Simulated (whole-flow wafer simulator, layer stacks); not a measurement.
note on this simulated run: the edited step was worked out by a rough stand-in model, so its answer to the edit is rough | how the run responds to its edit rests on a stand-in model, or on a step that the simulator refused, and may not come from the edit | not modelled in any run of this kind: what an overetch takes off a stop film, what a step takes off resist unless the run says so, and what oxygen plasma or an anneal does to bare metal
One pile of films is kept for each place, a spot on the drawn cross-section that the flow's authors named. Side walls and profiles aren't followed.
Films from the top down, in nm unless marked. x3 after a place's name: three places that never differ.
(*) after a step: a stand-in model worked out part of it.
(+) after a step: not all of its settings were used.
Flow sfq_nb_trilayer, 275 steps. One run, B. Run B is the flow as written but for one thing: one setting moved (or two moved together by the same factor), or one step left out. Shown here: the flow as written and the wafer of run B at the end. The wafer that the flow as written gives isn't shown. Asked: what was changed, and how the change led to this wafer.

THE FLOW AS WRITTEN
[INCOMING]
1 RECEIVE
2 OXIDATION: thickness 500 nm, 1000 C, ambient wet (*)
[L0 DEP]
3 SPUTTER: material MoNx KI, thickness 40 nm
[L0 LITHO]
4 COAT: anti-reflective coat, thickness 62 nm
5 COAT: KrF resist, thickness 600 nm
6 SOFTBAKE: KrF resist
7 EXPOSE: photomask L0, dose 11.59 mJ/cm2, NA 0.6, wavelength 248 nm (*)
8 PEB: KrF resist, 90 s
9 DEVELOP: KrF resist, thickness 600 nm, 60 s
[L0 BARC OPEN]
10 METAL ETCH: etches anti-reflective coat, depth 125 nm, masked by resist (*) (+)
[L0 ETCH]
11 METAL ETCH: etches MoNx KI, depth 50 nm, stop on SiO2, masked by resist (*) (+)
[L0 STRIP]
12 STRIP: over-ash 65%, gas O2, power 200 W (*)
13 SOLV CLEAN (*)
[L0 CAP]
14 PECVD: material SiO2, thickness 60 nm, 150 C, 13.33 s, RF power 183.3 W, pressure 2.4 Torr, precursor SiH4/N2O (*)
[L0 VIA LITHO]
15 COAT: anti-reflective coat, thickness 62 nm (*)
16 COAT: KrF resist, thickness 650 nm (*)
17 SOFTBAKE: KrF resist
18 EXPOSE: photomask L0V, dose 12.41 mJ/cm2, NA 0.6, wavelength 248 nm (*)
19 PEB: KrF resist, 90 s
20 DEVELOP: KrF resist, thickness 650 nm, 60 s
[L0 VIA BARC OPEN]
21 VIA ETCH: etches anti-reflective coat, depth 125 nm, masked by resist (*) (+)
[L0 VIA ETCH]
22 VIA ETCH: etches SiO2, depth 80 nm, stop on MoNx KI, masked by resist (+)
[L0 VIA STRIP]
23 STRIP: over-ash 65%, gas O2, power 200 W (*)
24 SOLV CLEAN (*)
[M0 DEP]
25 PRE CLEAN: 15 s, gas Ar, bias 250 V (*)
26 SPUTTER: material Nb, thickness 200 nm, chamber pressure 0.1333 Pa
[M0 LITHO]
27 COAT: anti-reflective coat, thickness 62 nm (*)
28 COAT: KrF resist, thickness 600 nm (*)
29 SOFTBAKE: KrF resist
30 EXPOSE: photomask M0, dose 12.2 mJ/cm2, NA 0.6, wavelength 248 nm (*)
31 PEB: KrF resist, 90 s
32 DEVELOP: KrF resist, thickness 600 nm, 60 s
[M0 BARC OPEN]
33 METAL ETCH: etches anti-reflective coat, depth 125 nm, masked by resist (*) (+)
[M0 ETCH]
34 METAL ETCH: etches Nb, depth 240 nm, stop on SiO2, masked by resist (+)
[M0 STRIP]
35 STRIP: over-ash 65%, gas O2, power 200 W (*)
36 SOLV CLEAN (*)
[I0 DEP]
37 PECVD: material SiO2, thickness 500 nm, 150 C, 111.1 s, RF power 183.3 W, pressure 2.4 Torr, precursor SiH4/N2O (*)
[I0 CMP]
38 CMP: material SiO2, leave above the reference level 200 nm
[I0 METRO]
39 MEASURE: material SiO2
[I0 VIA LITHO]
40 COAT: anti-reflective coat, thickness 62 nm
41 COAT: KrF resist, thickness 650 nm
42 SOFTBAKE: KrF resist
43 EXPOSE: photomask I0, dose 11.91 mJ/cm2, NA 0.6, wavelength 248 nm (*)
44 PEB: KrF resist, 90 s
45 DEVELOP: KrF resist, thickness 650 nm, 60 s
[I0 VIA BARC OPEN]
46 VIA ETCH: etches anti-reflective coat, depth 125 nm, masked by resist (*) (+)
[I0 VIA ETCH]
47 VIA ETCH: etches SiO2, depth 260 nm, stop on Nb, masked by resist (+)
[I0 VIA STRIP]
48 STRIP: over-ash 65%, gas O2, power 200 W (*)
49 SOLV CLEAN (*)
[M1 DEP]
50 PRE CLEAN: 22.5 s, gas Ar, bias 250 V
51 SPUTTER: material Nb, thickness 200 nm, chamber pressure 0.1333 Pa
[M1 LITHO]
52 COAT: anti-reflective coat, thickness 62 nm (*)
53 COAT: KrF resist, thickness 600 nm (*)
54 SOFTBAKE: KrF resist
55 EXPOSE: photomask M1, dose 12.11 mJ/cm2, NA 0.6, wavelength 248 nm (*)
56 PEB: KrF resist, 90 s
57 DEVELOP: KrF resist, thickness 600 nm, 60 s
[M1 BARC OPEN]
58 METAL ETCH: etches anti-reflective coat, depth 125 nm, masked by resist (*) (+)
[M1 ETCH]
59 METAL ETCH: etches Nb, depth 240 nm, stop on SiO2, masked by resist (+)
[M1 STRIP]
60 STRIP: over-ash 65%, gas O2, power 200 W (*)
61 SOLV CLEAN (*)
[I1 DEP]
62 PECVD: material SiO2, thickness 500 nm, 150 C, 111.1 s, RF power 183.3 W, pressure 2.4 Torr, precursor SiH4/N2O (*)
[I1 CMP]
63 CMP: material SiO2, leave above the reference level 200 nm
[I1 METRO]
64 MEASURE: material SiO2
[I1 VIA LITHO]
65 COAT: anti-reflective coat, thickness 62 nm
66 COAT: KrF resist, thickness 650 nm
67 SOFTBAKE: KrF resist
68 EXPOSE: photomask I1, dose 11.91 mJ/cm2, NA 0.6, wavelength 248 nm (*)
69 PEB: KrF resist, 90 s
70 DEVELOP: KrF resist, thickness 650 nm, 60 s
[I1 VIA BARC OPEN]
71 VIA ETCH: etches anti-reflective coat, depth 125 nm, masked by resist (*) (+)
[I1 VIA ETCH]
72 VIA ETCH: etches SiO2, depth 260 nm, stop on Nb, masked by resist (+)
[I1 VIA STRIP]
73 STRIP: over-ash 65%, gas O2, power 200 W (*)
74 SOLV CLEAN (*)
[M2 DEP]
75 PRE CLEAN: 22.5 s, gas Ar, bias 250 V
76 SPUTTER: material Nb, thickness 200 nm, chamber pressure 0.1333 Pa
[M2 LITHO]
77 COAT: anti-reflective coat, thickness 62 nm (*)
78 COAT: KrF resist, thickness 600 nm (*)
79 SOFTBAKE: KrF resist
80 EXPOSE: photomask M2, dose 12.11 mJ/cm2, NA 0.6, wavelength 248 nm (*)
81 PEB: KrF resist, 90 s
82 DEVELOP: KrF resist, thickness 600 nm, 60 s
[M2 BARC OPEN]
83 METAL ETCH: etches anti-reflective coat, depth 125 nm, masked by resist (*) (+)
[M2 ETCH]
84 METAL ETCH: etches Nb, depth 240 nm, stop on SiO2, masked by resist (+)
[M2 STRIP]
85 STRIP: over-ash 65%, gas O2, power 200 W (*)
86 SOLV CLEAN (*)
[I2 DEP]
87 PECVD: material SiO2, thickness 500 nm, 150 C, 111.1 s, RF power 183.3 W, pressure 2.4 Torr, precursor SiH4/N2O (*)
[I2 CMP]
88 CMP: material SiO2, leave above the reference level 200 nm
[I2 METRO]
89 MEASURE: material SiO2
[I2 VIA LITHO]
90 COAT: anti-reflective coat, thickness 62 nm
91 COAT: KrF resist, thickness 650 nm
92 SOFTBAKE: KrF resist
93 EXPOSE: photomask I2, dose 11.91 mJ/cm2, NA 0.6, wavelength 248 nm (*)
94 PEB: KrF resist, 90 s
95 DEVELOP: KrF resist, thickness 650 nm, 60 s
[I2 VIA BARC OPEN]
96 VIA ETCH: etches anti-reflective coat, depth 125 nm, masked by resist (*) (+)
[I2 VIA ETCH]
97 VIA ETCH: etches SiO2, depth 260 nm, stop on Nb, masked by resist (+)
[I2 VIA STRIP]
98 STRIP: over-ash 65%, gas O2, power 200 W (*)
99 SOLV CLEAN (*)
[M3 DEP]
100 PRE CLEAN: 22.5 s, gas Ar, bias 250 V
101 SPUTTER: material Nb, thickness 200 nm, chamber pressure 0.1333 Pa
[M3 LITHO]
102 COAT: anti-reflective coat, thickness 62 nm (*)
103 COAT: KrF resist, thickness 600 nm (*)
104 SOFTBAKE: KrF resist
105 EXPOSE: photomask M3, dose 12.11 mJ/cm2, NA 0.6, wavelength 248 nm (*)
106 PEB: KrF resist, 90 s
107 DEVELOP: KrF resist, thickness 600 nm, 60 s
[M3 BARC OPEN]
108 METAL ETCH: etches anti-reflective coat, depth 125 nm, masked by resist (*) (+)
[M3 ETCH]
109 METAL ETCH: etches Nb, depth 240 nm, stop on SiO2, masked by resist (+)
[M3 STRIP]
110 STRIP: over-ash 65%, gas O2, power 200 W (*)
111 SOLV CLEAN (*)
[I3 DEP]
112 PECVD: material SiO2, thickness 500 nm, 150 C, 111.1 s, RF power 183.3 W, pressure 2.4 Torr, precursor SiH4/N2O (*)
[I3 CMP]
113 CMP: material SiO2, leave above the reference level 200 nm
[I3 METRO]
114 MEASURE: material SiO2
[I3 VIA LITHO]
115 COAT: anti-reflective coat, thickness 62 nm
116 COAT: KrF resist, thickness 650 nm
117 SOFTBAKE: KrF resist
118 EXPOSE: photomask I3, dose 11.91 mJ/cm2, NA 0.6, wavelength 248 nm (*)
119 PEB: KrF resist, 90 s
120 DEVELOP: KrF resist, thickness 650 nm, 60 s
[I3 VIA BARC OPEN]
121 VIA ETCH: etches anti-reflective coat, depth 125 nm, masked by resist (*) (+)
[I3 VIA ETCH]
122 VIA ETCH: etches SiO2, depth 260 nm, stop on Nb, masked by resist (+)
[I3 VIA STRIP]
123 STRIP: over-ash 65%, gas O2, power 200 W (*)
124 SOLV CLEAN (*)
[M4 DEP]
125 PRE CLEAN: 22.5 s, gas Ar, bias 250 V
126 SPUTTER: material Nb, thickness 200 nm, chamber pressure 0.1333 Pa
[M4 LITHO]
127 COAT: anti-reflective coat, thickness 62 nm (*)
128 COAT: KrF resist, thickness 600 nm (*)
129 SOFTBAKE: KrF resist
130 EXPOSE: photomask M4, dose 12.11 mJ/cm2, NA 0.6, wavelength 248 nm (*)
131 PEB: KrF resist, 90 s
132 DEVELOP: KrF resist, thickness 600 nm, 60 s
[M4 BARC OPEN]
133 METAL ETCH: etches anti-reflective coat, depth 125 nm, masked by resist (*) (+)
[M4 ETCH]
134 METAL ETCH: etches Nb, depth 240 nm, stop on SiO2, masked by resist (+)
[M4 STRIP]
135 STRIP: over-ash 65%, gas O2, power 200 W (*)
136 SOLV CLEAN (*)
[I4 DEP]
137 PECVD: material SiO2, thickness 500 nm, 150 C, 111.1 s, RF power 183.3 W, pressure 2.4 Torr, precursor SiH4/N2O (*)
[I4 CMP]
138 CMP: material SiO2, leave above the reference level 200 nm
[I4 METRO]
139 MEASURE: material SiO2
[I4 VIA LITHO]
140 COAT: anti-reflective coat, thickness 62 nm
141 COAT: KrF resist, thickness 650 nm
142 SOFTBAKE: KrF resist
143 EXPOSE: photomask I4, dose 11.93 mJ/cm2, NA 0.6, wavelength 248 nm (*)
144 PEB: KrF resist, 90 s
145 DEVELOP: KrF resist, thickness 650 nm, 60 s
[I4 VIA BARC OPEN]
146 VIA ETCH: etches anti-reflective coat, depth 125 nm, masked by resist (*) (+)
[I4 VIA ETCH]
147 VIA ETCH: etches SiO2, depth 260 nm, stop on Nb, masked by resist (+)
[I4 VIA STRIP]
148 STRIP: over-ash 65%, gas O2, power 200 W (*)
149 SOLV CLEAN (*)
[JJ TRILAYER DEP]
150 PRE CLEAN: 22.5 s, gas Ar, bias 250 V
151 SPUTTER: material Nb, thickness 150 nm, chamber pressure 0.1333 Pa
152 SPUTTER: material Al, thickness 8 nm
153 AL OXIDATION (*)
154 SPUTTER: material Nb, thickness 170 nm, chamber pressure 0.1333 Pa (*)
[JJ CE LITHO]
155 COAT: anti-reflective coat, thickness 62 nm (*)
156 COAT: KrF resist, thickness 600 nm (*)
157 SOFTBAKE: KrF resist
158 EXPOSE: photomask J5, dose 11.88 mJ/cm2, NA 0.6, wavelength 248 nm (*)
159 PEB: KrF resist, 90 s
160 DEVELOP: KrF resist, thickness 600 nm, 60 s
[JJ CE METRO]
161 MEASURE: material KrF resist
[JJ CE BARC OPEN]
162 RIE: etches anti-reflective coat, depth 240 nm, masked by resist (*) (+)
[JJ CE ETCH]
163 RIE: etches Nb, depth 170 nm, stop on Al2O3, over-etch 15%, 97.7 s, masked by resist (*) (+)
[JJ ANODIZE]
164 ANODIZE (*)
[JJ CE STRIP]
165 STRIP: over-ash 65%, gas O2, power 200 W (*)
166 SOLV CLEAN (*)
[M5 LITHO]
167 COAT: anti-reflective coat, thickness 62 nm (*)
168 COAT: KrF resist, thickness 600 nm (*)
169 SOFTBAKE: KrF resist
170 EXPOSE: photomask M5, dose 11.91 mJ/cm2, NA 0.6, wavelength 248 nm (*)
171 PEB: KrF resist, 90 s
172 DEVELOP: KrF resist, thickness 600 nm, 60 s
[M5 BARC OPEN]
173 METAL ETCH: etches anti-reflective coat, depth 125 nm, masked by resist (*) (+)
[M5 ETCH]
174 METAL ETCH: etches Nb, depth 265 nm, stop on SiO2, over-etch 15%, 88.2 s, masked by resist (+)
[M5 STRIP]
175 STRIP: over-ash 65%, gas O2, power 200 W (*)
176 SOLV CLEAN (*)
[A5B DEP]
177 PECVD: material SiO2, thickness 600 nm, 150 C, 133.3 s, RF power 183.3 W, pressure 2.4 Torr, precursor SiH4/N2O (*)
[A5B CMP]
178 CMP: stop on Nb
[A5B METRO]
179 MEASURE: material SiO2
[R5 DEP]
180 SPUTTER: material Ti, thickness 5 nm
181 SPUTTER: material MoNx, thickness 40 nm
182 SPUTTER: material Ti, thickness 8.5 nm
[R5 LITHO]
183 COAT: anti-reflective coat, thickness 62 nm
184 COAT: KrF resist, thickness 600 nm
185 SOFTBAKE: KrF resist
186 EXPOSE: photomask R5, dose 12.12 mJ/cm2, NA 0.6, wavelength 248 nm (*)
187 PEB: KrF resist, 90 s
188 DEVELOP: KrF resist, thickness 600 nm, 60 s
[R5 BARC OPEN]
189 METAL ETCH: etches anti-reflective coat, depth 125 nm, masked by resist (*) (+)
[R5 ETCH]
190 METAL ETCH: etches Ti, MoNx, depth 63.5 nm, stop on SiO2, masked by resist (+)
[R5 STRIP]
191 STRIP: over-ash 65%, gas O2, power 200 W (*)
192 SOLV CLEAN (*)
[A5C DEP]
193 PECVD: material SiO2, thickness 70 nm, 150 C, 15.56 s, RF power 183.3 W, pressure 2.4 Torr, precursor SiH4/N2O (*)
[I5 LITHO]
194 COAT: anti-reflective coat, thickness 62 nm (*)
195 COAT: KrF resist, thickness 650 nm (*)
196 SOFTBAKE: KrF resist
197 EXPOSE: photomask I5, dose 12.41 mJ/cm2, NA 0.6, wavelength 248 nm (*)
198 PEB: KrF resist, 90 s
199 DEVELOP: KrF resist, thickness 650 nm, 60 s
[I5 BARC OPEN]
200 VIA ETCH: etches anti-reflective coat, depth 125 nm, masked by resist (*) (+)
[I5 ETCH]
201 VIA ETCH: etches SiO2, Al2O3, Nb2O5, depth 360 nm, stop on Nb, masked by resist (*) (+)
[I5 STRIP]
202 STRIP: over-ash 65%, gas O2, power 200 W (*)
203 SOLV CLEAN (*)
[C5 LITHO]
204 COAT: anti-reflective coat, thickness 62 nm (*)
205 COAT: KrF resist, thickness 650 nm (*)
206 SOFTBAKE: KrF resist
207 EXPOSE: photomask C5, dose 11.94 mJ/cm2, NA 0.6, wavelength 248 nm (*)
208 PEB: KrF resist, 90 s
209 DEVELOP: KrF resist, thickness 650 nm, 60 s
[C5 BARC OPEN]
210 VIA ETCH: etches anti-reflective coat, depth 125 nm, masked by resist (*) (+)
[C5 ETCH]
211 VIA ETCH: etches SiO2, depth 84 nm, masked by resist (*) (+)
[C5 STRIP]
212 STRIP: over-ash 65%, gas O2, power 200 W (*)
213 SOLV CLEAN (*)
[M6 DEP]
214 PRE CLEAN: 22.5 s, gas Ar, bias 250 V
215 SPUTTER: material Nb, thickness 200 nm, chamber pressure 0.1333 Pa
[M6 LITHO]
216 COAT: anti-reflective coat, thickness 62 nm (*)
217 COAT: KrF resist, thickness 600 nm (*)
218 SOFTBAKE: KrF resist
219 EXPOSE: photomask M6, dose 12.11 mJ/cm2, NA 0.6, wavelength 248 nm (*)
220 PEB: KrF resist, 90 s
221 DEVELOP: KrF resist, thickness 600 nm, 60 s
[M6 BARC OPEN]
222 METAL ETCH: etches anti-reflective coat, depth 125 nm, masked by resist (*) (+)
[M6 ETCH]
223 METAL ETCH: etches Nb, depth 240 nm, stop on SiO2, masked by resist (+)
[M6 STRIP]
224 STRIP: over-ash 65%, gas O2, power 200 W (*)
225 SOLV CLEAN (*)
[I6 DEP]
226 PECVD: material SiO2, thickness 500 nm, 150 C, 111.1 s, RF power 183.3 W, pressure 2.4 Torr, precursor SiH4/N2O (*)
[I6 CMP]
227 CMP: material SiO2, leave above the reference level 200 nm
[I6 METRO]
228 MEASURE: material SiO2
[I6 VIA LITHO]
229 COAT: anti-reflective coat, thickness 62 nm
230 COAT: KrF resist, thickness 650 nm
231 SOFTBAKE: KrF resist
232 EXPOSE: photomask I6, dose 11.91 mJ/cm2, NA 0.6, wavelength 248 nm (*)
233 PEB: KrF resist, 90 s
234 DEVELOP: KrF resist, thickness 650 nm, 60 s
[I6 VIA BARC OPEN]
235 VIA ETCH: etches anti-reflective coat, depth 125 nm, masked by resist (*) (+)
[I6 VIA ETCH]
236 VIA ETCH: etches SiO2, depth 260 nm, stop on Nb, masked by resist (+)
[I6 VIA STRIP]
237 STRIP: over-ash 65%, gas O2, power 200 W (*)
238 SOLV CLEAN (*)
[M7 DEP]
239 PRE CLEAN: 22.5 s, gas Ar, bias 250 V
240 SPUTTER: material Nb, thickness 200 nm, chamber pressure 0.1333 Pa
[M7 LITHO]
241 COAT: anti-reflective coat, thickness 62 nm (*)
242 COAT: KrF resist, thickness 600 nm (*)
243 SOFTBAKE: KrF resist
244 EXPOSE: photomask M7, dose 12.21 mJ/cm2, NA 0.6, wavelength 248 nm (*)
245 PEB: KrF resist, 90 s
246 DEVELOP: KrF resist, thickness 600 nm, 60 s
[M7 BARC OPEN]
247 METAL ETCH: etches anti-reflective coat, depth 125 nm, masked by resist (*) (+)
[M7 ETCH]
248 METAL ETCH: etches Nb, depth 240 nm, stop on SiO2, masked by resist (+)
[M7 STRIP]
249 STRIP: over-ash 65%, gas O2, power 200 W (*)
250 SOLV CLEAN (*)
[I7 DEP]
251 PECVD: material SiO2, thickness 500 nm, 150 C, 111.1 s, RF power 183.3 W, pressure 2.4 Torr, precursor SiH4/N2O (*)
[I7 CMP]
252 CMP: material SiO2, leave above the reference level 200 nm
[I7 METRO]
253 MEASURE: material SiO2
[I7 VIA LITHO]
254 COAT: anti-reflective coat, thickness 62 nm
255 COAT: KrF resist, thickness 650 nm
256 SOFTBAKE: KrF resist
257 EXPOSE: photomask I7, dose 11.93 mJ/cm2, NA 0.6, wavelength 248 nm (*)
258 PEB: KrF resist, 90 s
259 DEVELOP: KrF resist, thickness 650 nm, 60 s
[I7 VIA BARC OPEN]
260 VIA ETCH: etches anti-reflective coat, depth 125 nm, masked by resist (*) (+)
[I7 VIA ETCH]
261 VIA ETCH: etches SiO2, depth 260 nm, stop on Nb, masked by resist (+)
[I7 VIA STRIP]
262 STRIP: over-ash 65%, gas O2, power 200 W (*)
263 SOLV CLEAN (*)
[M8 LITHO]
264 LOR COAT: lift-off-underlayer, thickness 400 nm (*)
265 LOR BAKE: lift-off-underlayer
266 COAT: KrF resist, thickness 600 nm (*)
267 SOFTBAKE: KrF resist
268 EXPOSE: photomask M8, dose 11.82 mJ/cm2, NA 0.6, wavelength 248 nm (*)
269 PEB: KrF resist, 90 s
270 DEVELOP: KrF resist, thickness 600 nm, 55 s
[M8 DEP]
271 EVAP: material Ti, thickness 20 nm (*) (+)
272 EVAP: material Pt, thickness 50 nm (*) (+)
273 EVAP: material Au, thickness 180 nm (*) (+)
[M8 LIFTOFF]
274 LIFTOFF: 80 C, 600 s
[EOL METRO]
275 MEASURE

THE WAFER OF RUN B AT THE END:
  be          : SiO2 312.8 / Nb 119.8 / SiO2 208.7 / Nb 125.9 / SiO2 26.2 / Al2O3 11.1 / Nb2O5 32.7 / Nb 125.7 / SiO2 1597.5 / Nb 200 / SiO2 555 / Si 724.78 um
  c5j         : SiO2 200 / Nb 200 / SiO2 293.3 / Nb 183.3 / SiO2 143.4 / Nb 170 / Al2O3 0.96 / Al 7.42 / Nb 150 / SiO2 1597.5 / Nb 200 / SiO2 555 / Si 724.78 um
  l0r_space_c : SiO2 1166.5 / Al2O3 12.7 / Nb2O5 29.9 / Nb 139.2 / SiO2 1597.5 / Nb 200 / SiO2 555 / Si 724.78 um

The cause: step 137, PECVD: thickness 235 nm was run, where the flow has thickness 500 nm; step 137, PECVD: 52.22 s was run, where the flow has 111.1 s.

How the change led to this, step by step:
  137 PECVD: material SiO2, thickness 500 nm, 150 C, 111.1 s, RF power 183.3 W, pressure 2.4 Torr, precursor SiH4/N2O (*)
      field_l, be, be_sur and 55 more: SiO2 +235 (as written it would be: SiO2 +500)
      v_sur, via_wl, via_w and 35 more: SiO2 +235 (new film) (as written it would be: SiO2 +500 (new film))
      (and at 10 more places)
  138 CMP: material SiO2, leave above the reference level 200 nm
      field_l, be, be_sur and 55 more: nothing (as written it would be: SiO2 -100)
      p3_s0, p3_s1, p3_s2, p3_s3, p3_s4, p3_s5: nothing (as written it would be: SiO2 -157.1)
      (and at 42 more places)
  140 COAT: anti-reflective coat, thickness 62 nm
      m0r_space_l x2, m6r_space_l x2, m7r_space_l x2: anti-reflective coat +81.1 (new film) (as written it would be: anti-reflective coat +62 (new film))
      ce_l, ce_r, sp_r, be_r, r_sur: anti-reflective coat +64.5 (new film) (as written it would be: anti-reflective coat +62 (new film))
      (and at 77 more places)
  141 COAT: KrF resist, thickness 650 nm
      m0r_line_l x2, m6r_line_l x2, m7r_line_l x2: KrF resist +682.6 (new film) (as written it would be: KrF resist +650 (new film))
      m0r_space_l x2, m6r_space_l x2, m7r_space_l x2: KrF resist +671.3 (new film) (as written it would be: KrF resist +650 (new film))
      (and at 73 more places)
  145 DEVELOP: KrF resist, thickness 650 nm, 60 s
      via_wl: KrF resist -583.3 (all of it) (as written it would be: KrF resist -648.6 (all of it))
      via_w: KrF resist -591.2 (all of it) (as written it would be: KrF resist -648.6 (all of it))
      (and at 1 more place)
  146 VIA ETCH: etches anti-reflective coat, depth 125 nm, masked by resist (*) (+)
      field_l, v_sur, via_sp and 100 more: KrF resist -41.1 (as written it would be: KrF resist -51.7)
      via_wl: anti-reflective coat -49 (all of it), SiO2 -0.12 (as written it would be: anti-reflective coat -62 (all of it), SiO2 -0.16)
      (and at 2 more places)
  148 STRIP: over-ash 65%, gas O2, power 200 W (*)
      m0r_line_l x2, m6r_line_l x2, m7r_line_l x2: KrF resist -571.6 (all of it), anti-reflective coat -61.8 (all of it) (as written it would be: KrF resist -528.6 (all of it), anti-reflective coat -62 (all of it))
      m0r_space_l x2, m6r_space_l x2, m7r_space_l x2: KrF resist -560.4 (all of it), anti-reflective coat -81.1 (all of it) (as written it would be: KrF resist -528.6 (all of it), anti-reflective coat -62 (all of it))
      (and at 83 more places)
  151 SPUTTER: material Nb, thickness 150 nm, chamber pressure 0.1333 Pa
      lsp_r, l0_sur, l0v: Nb +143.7 (new film) (as written it would be: Nb +150 (new film))
      be, lsp_l: Nb +137.5 (new film) (as written it would be: Nb +150 (new film))
      (and at 1 more place)
  152 SPUTTER: material Al, thickness 8 nm
      be, lsp_l: Al +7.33 (new film) (as written it would be: Al +8 (new film))
      via_v: Al +6.03 (new film) (as written it would be: Al +8 (new film))
  154 SPUTTER: material Nb, thickness 170 nm, chamber pressure 0.1333 Pa (*)
      lsp_r, l0_sur, l0v: Nb +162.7 (new film) (as written it would be: Nb +170 (new film))
      be, lsp_l: Nb +154.6 (new film) (as written it would be: Nb +170 (new film))
      (and at 1 more place)
  155 COAT: anti-reflective coat, thickness 62 nm (*)
      m0r_space_l x2, m6r_space_l x2, m7r_space_l x2: anti-reflective coat +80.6 (new film) (as written it would be: anti-reflective coat +62 (new film))
      ce_r, sp_r, be_r: anti-reflective coat +63.9 (new film) (as written it would be: anti-reflective coat +61.5 (new film))
      (and at 81 more places)
  156 COAT: KrF resist, thickness 600 nm (*)
      m0r_space_l x2, m5r_space_l, m5r_space_r, m6r_space_l x2, m7r_space_l x2: KrF resist +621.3 (new film) (as written it would be: KrF resist +600 (new film))
      m0r_line_l x2, m6r_line_l x2, m7r_line_l x2: KrF resist +631.3 (new film) (as written it would be: KrF resist +600 (new film))
      (and at 70 more places)
  160 DEVELOP: KrF resist, thickness 600 nm, 60 s
      m0r_space_l x2, m5r_space_l, m5r_space_r, m6r_space_l x2, m7r_space_l x2: KrF resist -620 (all of it) (as written it would be: KrF resist -598.7 (all of it))
      m0r_line_l x2, m6r_line_l x2, m7r_line_l x2: KrF resist -630 (all of it) (as written it would be: KrF resist -598.7 (all of it))
      (and at 69 more places)
  162 RIE: etches anti-reflective coat, depth 240 nm, masked by resist (*) (+)
      m0r_space_l x2, m6r_space_l x2, m7r_space_l x2: anti-reflective coat -80.6 (all of it) (as written it would be: anti-reflective coat -62 (all of it))
      ce_l, c5j, ce_r, wl_jj: KrF resist -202 (as written it would be: KrF resist -209.4)
      (and at 80 more places)
  163 RIE: etches Nb, depth 170 nm, stop on Al2O3, over-etch 15%, 97.7 s, masked by resist (*) (+)
      be, lsp_l: Nb -154.6 (all of it), Al2O3 -0.96 (all of it) (as written it would be: Nb -170 (all of it), Al2O3 -0.51)
      via_v: Nb -123.6 (all of it), Al2O3 -0.96 (all of it) (as written it would be: Nb -170 (all of it), Al2O3 -0.51)
      (and at 3 more places)
  164 ANODIZE (*)
      be, lsp_l: Al2O3 +11.1 (new film), Nb2O5 +32.7 (new film), Al -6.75 (all of it), Nb -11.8 (as written it would be: Al2O3 +12.2, Nb2O5 +29.9 (new film), Al -7.42 (all of it), Nb -10.8)
      via_v: Al2O3 +9 (new film), Nb2O5 +36.5 (new film), Al -5.45 (all of it), Nb -13.1 (as written it would be: Al2O3 +12.2, Nb2O5 +29.9 (new film), Al -7.42 (all of it), Nb -10.8)
      (and at 3 more places)
  ... 46 more steps ...
  274 LIFTOFF: 80 C, 600 s
      be: Au -180 (all of it), Pt -50 (all of it), Ti -20 (all of it), KrF resist -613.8 (all of it), lift-off-underlayer -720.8 (all of it) (as written it would be: Au -180 (all of it), Pt -50 (all of it), Ti -20 (all of it), KrF resist -572.1 (all of it), lift-off-underlayer -398.5 (all of it))
      be_sur: Au -180 (all of it), Pt -50 (all of it), Ti -20 (all of it), KrF resist -587.3 (all of it), lift-off-underlayer -366.3 (all of it) (as written it would be: Au -180 (all of it), Pt -50 (all of it), Ti -20 (all of it), KrF resist -572.6 (all of it), lift-off-underlayer -398.9 (all of it))
      (and at 1 more place)
Counting metal films that touch as one body, be has 4 bodies (between them, from the top down: SiO2 208.7; SiO2 26.2 / Al2O3 11.1 / Nb2O5 32.7; SiO2 1597.5); the flow as written gives 3 bodies (between them, from the top down: SiO2 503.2; SiO2 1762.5).
Counting metal films that touch as one body, c5j has 5 bodies (between them, from the top down: SiO2 293.3; SiO2 143.4; Al2O3 0.96; SiO2 1597.5); the flow as written gives 4 bodies (between them, from the top down: SiO2 284.2; Al2O3 0.96; SiO2 1762.5).
